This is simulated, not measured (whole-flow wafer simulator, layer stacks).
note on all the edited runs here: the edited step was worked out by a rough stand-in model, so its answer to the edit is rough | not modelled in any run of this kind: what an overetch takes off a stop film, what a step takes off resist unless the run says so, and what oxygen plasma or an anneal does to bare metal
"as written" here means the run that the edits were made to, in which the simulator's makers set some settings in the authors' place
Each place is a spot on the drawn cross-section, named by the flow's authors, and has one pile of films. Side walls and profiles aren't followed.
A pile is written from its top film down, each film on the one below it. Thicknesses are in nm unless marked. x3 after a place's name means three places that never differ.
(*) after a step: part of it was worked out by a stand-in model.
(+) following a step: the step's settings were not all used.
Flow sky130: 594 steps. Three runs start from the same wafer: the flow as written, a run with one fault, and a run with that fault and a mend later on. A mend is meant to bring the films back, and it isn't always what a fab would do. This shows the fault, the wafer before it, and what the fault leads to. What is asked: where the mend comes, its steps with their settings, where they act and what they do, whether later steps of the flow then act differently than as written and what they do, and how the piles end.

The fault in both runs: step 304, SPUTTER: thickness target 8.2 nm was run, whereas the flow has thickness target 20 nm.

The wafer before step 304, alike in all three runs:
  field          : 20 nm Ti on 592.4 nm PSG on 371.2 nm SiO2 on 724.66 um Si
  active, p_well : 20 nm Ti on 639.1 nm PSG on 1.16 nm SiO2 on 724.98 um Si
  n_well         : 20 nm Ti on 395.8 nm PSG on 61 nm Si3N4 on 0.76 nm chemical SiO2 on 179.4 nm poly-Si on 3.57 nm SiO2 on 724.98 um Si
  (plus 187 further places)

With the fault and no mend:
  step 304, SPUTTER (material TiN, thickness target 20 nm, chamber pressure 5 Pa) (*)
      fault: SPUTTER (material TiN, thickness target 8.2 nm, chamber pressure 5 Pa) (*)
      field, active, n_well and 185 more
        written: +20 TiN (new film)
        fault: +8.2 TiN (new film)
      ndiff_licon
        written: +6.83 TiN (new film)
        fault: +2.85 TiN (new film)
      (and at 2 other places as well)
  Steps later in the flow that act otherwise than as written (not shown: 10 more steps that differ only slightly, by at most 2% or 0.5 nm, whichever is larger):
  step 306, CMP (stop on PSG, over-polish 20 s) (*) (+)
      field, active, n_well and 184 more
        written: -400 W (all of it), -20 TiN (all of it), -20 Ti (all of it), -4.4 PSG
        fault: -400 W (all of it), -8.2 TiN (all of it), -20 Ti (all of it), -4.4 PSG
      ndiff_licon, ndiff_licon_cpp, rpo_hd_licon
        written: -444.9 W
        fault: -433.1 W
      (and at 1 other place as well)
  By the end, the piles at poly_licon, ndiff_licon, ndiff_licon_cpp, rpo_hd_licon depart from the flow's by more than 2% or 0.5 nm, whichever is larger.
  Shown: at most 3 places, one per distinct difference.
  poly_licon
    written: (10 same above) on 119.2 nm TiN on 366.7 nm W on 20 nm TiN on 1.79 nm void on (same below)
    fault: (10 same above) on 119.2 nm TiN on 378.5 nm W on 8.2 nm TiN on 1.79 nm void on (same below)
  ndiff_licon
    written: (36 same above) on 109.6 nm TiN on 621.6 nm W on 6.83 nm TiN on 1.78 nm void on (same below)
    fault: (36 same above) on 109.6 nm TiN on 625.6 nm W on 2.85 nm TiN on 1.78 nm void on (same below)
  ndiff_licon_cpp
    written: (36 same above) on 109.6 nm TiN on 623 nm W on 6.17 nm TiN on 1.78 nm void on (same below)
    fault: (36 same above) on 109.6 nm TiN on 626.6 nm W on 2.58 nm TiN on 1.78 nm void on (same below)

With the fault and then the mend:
  The mend stands after step 304.
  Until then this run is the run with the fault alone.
  step 304a, SPUTTER (material TiN, thickness target 11.8 nm, chamber pressure 5 Pa) (*) (a further turn of the flow's step 304, with different settings)
      field, active, n_well and 185 more
        +11.8 TiN
      ndiff_licon
        +3.98 TiN
      ndiff_licon_cpp
        +3.6 TiN
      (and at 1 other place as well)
  Later steps of the flow that are run all act as written at every place that is followed, up to a difference of at most 2% or 0.5 nm, whichever is larger.
  The piles end only slightly different from the flow's at the places that both follow, by no more than 2% or 0.5 nm, whichever is larger.
